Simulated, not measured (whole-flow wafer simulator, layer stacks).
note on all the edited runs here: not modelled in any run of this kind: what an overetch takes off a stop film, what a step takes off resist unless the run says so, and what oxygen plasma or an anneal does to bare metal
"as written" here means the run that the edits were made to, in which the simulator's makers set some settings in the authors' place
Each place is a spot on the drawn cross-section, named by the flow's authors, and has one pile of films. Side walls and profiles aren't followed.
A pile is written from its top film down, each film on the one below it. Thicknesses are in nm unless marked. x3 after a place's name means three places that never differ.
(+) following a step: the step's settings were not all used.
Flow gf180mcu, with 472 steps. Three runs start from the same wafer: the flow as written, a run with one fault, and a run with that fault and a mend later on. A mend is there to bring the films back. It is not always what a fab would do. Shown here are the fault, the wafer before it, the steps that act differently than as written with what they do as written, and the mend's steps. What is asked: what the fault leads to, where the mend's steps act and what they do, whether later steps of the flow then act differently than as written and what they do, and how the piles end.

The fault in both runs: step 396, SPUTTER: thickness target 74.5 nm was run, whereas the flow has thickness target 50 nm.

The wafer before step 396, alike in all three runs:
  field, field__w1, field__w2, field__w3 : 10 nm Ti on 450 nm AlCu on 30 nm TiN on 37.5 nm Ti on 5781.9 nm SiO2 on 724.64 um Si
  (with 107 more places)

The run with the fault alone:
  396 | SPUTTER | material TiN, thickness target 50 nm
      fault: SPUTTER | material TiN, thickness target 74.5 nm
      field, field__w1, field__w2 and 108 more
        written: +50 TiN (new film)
        fault: +74.5 TiN (new film)
  Steps further on in the flow that do not act as written (1 more step, not shown, differs only slightly: by at most 2% or 0.5 nm, whichever is larger):
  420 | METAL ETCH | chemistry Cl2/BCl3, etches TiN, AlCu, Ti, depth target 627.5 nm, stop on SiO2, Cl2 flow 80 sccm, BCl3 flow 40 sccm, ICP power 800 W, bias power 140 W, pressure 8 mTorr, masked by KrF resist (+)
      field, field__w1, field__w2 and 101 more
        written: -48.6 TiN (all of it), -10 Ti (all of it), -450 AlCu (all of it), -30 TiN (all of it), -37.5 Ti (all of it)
        fault: -73.1 TiN (all of it), -10 Ti (all of it), -450 AlCu (all of it), -30 TiN (all of it), -37.5 Ti (all of it)
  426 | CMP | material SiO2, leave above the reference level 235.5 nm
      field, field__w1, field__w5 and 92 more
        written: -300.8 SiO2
        fault: -276.3 SiO2
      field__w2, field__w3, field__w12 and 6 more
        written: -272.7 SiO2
        fault: -247.1 SiO2
  At field__w4, field__w8, contact, m1, m1__w1, mim, mim_1p0, m1_nw, the piles at the end differ from the flow's by more than 2% or 0.5 nm, whichever is larger.
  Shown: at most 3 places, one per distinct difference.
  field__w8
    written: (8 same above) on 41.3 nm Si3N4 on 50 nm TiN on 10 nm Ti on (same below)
    fault: (8 same above) on 41.3 nm Si3N4 on 74.5 nm TiN on 10 nm Ti on (same below)
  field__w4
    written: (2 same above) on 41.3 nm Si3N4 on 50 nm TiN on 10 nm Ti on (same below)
    fault: (2 same above) on 41.3 nm Si3N4 on 74.5 nm TiN on 10 nm Ti on (same below)
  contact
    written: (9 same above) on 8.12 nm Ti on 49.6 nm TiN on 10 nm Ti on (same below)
    fault: (9 same above) on 8.12 nm Ti on 74.1 nm TiN on 10 nm Ti on (same below)

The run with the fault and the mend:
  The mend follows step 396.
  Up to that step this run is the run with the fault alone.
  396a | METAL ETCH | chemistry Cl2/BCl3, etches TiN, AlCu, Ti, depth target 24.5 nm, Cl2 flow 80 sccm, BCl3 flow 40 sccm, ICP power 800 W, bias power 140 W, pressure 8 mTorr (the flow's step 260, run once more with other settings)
      field, field__w1, field__w2 and 108 more
        -24.5 TiN
  None of the later steps of the flow acts differently than as written at any place that is followed.
  The piles end the same as the flow's at every place that both follow.
